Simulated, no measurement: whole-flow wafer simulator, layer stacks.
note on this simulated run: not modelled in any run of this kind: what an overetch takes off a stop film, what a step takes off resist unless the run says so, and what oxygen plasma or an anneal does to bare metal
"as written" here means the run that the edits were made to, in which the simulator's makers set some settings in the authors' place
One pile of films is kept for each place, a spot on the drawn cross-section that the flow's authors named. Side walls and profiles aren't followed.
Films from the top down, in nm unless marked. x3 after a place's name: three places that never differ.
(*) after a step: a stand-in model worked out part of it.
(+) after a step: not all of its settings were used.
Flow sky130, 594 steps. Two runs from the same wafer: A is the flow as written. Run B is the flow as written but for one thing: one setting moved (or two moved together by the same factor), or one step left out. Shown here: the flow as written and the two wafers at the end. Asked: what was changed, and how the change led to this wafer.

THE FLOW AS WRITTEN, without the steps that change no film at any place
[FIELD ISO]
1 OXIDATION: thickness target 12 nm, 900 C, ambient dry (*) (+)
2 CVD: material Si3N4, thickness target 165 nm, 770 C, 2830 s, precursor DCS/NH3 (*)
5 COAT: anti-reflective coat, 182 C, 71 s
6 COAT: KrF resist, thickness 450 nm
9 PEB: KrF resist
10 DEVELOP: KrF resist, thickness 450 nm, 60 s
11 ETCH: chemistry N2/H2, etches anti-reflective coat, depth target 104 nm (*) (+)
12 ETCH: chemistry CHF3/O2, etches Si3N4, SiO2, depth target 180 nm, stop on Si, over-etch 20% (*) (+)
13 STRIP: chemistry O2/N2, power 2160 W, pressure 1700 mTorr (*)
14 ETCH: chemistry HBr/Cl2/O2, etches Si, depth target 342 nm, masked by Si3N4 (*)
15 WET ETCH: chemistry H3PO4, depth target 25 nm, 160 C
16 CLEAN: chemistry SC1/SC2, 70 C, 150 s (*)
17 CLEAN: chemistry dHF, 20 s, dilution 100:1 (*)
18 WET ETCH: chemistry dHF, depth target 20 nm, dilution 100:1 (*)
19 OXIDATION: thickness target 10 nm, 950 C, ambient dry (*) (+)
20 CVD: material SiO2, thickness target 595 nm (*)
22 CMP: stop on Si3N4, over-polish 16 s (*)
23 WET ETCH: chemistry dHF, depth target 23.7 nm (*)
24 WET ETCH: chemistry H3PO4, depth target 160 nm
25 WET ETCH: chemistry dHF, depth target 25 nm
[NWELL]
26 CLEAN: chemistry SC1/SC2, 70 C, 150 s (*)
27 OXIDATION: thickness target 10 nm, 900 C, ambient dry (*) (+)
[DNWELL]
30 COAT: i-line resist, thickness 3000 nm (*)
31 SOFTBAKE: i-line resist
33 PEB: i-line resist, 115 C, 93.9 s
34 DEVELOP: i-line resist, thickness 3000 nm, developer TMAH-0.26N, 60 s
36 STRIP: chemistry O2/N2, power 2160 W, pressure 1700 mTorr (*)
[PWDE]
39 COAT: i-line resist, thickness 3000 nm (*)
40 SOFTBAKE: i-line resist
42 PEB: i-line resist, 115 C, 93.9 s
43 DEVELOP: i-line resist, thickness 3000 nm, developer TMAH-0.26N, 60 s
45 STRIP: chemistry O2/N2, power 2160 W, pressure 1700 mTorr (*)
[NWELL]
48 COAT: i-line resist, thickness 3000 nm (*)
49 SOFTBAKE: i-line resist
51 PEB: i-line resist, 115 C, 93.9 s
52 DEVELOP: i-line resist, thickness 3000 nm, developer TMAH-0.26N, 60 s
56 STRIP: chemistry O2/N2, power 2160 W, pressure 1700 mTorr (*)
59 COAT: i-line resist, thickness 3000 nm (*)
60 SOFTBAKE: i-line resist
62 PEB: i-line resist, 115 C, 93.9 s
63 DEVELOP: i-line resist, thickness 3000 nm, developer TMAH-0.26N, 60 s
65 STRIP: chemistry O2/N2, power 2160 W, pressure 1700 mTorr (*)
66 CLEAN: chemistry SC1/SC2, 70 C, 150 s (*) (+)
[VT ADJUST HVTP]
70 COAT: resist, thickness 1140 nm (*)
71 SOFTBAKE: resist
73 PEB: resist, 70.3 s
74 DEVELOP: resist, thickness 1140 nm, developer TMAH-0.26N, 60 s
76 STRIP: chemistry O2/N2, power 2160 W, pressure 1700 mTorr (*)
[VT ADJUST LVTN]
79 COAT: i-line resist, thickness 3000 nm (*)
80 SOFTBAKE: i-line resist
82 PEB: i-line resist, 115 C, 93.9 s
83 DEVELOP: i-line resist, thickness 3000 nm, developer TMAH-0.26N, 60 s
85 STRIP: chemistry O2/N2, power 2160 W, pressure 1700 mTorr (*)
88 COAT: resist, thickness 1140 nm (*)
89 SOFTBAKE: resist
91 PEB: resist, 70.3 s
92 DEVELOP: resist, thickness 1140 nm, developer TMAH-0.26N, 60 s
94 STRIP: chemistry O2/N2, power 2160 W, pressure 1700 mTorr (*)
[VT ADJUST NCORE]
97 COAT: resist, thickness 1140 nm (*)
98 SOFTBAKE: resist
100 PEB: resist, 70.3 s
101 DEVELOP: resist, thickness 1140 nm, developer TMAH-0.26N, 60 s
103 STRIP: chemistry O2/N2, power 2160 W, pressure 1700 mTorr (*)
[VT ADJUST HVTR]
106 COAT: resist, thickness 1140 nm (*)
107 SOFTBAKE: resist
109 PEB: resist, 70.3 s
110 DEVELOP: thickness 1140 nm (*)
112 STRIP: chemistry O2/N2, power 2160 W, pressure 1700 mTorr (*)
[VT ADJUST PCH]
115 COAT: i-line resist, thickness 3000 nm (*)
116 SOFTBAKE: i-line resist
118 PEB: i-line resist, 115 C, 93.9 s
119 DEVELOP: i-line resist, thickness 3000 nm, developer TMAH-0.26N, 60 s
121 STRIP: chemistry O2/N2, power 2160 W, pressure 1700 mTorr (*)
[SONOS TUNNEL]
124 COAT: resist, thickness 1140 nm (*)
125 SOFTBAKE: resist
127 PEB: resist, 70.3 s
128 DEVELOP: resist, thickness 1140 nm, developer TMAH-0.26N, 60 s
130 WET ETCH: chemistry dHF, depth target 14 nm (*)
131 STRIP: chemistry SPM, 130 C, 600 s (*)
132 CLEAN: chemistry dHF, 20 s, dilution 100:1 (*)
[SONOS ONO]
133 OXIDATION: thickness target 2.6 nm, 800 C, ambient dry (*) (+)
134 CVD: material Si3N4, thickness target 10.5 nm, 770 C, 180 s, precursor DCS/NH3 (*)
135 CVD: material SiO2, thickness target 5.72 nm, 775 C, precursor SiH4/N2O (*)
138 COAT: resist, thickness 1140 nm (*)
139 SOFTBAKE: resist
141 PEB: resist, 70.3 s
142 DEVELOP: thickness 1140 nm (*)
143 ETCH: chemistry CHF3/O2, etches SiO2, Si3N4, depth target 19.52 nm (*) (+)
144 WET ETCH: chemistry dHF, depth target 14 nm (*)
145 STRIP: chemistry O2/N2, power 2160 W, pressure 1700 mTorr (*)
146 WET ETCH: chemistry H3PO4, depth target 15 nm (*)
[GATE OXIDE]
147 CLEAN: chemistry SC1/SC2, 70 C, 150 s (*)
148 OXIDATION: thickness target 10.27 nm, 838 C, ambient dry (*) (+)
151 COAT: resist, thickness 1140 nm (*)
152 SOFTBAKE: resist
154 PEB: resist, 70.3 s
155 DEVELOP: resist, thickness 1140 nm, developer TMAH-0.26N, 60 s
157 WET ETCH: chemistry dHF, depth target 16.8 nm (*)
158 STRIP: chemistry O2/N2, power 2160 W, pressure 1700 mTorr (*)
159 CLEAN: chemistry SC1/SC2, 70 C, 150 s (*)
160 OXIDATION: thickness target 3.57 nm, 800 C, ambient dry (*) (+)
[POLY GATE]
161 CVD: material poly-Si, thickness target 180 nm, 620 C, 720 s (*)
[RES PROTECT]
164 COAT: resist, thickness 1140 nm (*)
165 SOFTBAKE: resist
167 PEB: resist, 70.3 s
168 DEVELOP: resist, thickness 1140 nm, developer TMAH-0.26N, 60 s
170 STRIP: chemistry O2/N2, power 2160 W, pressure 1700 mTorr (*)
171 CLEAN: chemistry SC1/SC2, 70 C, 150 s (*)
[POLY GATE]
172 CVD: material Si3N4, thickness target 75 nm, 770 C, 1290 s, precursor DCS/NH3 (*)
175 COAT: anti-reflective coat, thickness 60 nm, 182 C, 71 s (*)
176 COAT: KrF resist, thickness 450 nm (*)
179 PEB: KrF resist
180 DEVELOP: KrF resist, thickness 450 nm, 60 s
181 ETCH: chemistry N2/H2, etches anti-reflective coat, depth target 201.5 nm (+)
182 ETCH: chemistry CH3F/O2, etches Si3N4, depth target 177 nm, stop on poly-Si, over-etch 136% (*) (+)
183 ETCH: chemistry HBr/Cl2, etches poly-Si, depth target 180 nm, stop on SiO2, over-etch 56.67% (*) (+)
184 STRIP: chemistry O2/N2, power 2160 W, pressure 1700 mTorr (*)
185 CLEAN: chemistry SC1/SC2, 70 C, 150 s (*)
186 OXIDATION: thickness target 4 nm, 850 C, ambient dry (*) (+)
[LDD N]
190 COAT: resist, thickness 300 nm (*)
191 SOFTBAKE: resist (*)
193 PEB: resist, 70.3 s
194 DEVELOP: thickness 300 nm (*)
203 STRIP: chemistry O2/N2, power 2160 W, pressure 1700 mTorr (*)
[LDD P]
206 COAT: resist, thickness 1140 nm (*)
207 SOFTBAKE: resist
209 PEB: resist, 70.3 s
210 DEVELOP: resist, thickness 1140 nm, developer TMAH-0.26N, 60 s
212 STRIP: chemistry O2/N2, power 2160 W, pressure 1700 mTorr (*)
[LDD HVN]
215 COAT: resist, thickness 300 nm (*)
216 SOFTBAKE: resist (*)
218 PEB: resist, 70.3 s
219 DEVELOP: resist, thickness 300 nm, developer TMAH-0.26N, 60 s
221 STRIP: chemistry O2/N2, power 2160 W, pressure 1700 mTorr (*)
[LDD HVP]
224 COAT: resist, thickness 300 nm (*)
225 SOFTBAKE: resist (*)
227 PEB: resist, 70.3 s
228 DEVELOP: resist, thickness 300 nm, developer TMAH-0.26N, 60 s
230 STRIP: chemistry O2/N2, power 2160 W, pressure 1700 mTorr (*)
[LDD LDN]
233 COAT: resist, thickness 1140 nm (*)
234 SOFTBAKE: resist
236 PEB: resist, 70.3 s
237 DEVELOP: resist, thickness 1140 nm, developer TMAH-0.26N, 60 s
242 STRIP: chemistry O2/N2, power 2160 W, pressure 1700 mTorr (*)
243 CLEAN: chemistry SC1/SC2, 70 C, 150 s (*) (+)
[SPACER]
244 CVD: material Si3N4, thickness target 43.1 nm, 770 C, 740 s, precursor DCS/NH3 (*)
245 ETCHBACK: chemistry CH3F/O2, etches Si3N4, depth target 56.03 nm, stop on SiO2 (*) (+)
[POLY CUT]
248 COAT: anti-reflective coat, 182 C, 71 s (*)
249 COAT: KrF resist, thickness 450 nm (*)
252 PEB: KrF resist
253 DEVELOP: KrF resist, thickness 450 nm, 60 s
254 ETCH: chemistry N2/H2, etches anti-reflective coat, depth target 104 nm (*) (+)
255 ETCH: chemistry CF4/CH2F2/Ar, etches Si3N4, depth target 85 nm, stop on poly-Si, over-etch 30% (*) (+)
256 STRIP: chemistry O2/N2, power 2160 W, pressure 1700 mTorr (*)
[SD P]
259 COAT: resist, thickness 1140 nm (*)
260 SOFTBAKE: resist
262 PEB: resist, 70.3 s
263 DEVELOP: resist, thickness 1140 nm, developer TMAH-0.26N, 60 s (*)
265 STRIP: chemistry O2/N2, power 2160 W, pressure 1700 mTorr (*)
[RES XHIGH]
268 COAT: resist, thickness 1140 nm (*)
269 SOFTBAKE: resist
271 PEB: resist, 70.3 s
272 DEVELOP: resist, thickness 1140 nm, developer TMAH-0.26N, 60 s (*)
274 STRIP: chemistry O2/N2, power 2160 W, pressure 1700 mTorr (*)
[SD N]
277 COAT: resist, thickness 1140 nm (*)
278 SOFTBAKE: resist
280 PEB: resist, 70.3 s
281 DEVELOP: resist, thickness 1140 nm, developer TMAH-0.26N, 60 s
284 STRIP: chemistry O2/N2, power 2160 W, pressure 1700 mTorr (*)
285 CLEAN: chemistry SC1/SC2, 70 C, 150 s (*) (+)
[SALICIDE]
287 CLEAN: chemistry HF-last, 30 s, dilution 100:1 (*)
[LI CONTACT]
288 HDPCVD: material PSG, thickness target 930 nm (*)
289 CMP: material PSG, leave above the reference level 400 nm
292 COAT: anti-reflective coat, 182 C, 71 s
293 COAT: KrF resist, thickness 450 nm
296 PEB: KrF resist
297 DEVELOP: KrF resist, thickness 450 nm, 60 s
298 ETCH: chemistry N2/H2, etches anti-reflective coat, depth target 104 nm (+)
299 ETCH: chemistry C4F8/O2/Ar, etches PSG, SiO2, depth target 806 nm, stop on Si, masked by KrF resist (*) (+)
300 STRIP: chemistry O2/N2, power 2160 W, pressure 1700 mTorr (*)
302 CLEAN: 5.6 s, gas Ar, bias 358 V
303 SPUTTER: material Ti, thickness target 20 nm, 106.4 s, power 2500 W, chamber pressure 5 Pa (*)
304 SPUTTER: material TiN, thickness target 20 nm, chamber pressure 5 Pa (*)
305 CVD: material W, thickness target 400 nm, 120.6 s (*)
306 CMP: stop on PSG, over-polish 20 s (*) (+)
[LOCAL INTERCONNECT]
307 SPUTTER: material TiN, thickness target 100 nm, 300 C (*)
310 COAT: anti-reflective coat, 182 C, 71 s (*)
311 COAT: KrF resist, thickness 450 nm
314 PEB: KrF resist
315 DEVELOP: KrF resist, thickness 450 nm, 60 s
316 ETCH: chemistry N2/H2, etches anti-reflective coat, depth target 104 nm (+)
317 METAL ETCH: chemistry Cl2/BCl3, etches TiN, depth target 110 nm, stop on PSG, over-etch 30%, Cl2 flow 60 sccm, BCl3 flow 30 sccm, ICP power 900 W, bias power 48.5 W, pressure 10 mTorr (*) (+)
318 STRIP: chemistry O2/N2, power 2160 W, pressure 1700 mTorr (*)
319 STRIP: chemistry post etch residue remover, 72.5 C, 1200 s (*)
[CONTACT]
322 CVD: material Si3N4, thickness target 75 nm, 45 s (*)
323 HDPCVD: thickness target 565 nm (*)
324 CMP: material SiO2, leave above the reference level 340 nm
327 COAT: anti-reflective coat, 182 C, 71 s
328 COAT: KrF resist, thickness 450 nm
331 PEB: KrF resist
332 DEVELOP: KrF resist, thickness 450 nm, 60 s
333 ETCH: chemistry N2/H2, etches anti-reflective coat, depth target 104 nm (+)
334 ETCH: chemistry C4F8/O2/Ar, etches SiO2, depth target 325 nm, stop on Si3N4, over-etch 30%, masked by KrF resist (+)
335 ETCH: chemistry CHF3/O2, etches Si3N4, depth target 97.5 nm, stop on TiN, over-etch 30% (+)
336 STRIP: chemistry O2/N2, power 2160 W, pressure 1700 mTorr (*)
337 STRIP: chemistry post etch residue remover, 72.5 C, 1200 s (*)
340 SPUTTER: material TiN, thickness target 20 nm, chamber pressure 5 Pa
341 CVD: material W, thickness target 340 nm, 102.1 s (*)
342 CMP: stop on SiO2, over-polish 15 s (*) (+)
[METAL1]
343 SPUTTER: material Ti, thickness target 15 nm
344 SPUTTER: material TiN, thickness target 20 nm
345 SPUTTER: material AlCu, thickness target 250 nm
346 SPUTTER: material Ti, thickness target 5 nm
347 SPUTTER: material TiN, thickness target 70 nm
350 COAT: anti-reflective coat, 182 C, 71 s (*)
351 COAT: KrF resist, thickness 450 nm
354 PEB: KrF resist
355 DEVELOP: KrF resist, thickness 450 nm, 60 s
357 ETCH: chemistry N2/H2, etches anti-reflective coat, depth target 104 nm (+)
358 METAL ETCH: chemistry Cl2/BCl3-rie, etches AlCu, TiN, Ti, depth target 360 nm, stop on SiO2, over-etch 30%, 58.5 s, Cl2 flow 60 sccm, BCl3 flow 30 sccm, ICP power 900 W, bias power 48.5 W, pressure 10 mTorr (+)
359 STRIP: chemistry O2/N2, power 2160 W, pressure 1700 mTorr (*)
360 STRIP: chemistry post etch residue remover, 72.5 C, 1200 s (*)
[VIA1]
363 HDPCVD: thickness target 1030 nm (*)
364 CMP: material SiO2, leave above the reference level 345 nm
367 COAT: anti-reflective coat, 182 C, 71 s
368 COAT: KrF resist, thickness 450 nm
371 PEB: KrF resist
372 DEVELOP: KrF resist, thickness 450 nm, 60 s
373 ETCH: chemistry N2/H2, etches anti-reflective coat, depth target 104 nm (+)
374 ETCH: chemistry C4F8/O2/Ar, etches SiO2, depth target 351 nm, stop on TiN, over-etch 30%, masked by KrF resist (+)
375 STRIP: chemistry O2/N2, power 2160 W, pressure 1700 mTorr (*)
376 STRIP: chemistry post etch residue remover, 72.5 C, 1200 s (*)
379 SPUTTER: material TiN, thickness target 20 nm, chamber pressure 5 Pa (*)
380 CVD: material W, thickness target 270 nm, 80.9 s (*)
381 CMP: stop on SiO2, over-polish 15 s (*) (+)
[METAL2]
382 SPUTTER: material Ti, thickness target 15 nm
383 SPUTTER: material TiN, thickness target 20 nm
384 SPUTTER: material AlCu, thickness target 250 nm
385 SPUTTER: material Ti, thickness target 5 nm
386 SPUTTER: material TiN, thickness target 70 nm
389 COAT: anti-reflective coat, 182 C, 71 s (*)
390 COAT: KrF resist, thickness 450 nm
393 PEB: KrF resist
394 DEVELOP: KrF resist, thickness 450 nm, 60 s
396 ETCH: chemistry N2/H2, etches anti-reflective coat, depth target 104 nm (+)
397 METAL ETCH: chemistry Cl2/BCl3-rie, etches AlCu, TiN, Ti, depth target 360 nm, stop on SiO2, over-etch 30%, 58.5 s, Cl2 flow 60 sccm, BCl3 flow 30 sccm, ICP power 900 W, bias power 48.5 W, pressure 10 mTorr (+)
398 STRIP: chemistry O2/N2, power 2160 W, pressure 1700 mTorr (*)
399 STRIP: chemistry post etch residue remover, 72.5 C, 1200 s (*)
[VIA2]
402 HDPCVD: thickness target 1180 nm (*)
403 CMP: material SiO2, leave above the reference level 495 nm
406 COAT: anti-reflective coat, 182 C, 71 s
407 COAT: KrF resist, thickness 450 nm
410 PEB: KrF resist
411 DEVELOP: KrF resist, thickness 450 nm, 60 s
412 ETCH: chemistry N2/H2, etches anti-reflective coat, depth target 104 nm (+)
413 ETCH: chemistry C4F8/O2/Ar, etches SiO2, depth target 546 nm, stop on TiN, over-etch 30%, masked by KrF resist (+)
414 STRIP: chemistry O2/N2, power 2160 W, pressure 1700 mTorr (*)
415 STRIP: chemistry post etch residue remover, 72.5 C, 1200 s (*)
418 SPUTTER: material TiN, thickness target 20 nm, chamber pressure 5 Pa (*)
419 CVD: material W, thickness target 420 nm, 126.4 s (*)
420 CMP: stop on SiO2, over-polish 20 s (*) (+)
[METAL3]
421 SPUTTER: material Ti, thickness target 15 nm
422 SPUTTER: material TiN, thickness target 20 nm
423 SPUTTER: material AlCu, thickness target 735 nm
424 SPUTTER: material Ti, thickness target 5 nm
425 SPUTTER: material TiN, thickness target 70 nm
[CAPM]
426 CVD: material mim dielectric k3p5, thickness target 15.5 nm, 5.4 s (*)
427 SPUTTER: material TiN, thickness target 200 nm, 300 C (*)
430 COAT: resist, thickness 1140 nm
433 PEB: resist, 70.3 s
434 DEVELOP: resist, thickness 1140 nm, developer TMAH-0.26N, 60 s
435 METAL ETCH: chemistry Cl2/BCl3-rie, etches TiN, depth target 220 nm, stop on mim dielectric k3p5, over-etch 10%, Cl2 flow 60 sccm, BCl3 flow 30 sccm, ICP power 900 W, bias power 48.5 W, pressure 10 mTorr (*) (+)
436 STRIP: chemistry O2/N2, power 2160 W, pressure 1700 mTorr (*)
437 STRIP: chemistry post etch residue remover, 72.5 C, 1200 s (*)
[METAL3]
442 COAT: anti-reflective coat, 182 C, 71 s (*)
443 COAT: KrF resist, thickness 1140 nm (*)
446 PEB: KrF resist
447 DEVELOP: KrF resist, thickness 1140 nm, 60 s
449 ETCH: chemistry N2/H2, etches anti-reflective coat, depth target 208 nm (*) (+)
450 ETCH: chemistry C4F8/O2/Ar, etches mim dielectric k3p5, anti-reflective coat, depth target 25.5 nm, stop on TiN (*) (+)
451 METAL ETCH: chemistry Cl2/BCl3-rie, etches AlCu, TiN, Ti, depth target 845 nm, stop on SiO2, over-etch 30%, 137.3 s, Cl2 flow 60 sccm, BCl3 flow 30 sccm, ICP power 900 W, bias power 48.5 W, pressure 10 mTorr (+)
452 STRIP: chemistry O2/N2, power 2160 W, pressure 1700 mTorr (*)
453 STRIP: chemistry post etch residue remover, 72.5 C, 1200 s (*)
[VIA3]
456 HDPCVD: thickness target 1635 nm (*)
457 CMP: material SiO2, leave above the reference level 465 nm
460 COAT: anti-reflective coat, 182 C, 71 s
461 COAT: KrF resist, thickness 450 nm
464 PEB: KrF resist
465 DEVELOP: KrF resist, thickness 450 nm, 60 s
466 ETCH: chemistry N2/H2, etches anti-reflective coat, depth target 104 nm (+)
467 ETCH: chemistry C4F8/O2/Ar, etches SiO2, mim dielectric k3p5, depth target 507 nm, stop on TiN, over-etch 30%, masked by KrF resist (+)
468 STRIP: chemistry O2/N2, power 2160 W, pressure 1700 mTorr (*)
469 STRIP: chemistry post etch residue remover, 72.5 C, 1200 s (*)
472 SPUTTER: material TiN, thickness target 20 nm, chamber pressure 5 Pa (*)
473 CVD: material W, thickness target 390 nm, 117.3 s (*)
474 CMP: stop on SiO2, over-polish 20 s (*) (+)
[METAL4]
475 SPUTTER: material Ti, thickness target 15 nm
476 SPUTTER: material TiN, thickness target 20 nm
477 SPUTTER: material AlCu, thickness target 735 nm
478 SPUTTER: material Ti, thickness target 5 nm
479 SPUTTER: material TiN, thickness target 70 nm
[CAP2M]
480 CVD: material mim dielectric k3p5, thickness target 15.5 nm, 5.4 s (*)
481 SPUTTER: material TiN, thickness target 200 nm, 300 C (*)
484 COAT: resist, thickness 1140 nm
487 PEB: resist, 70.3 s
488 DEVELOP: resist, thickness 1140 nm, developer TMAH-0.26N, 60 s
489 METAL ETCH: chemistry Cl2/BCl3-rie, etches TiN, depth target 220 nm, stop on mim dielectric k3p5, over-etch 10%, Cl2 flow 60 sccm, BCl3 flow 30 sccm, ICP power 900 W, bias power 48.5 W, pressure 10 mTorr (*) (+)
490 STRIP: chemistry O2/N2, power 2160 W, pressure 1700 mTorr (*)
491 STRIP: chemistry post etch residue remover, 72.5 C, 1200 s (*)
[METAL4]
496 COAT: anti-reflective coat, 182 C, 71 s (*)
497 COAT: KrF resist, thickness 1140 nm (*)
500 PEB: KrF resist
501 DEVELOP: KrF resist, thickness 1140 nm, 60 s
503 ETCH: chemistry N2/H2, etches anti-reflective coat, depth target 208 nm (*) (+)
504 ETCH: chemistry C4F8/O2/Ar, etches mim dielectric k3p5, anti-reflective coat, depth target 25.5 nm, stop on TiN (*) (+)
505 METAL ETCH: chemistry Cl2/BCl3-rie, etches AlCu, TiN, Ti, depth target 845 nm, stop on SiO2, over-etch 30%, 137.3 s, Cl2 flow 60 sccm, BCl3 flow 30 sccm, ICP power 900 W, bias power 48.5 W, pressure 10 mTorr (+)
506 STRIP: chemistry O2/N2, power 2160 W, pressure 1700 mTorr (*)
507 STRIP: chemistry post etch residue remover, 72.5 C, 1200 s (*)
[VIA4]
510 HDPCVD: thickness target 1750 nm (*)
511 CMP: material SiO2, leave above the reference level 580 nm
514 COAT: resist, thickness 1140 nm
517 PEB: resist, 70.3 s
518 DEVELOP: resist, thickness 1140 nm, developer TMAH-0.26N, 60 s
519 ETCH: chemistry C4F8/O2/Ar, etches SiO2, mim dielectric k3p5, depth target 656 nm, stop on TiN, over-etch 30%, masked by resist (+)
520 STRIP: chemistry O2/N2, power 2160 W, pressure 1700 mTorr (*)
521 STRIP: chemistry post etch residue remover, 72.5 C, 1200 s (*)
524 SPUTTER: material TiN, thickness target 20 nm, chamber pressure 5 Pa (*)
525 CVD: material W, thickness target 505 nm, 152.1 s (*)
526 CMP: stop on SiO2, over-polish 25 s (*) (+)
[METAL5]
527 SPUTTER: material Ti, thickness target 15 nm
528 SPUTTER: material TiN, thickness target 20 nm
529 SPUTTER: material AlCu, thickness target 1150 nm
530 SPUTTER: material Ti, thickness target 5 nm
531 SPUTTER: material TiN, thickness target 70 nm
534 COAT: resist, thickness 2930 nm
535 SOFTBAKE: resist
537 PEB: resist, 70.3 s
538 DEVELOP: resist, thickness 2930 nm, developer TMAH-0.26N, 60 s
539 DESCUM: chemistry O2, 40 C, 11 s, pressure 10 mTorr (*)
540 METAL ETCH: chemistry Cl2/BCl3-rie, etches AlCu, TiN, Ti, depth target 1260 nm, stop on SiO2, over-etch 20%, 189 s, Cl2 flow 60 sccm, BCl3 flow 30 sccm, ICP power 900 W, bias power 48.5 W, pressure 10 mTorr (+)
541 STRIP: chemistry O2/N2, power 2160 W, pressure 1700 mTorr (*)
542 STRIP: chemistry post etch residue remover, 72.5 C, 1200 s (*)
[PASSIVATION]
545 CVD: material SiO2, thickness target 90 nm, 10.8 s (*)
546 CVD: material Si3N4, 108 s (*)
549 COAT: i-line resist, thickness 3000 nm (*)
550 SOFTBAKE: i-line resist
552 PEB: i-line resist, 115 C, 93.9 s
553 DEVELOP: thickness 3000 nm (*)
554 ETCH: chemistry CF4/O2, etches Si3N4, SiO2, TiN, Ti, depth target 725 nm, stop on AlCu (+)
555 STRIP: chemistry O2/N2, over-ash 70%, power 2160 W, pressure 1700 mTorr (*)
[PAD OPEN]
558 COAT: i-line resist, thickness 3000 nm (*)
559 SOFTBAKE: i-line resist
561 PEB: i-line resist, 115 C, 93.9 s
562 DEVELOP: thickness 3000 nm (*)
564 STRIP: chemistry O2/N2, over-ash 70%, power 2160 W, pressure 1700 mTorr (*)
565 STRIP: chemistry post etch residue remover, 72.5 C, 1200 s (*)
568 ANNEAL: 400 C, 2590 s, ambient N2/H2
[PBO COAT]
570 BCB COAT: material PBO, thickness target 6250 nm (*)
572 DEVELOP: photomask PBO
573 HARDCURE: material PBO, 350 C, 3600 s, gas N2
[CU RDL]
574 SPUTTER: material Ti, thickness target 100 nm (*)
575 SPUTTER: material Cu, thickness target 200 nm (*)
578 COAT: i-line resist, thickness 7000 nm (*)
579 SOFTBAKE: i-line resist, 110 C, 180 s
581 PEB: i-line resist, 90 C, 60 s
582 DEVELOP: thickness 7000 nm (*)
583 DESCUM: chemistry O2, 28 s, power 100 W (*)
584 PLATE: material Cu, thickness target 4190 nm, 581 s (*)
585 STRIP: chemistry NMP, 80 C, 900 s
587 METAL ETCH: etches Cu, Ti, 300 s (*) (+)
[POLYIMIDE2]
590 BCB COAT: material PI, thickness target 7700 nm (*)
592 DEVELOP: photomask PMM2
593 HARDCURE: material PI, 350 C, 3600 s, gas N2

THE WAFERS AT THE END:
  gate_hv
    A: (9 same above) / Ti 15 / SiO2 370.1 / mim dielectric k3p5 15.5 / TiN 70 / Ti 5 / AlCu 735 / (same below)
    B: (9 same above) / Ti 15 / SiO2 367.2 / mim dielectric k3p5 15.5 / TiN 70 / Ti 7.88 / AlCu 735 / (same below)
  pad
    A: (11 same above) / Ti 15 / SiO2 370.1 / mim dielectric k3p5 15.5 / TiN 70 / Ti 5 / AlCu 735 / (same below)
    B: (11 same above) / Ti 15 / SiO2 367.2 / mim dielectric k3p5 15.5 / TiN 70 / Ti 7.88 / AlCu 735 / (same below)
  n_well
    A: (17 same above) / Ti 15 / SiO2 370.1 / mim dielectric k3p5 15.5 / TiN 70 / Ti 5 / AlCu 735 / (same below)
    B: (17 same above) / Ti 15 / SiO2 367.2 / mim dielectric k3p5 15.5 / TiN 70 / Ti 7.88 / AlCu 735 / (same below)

The cause: step 424, SPUTTER: thickness target 7.88 nm was run, where the flow has thickness target 5 nm.
It can be read off the wafer: gate_hv has Ti 7.88, and step 424 as written asks for 5 nm.

How the change led to this, step by step:
  424 SPUTTER: material Ti, thickness target 5 nm
      field, active, n_well and 188 more: A Ti +5 (new film) | B Ti +7.88 (new film)
  451 METAL ETCH: chemistry Cl2/BCl3-rie, etches AlCu, TiN, Ti, depth target 845 nm, stop on SiO2, over-etch 30%, 137.3 s, Cl2 flow 60 sccm, BCl3 flow 30 sccm, ICP power 900 W, bias power 48.5 W, pressure 10 mTorr (+)
      field, gate, spacer and 68 more: A TiN -70 (all of it), Ti -5 (all of it), AlCu -735 (all of it), TiN -20 (all of it), Ti -15 (all of it), SiO2 -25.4 | B TiN -70 (all of it), Ti -7.88 (all of it), AlCu -735 (all of it), TiN -20 (all of it), Ti -15 (all of it), SiO2 -25.1
      active, vpp_ln, vpp_iso2 and 11 more: A TiN -70 (all of it), Ti -5 (all of it), AlCu -735 (all of it), TiN -20 (all of it), Ti -15 (all of it), SiO2 -25.3 | B TiN -70 (all of it), Ti -7.88 (all of it), AlCu -735 (all of it), TiN -20 (all of it), Ti -15 (all of it), SiO2 -25.1
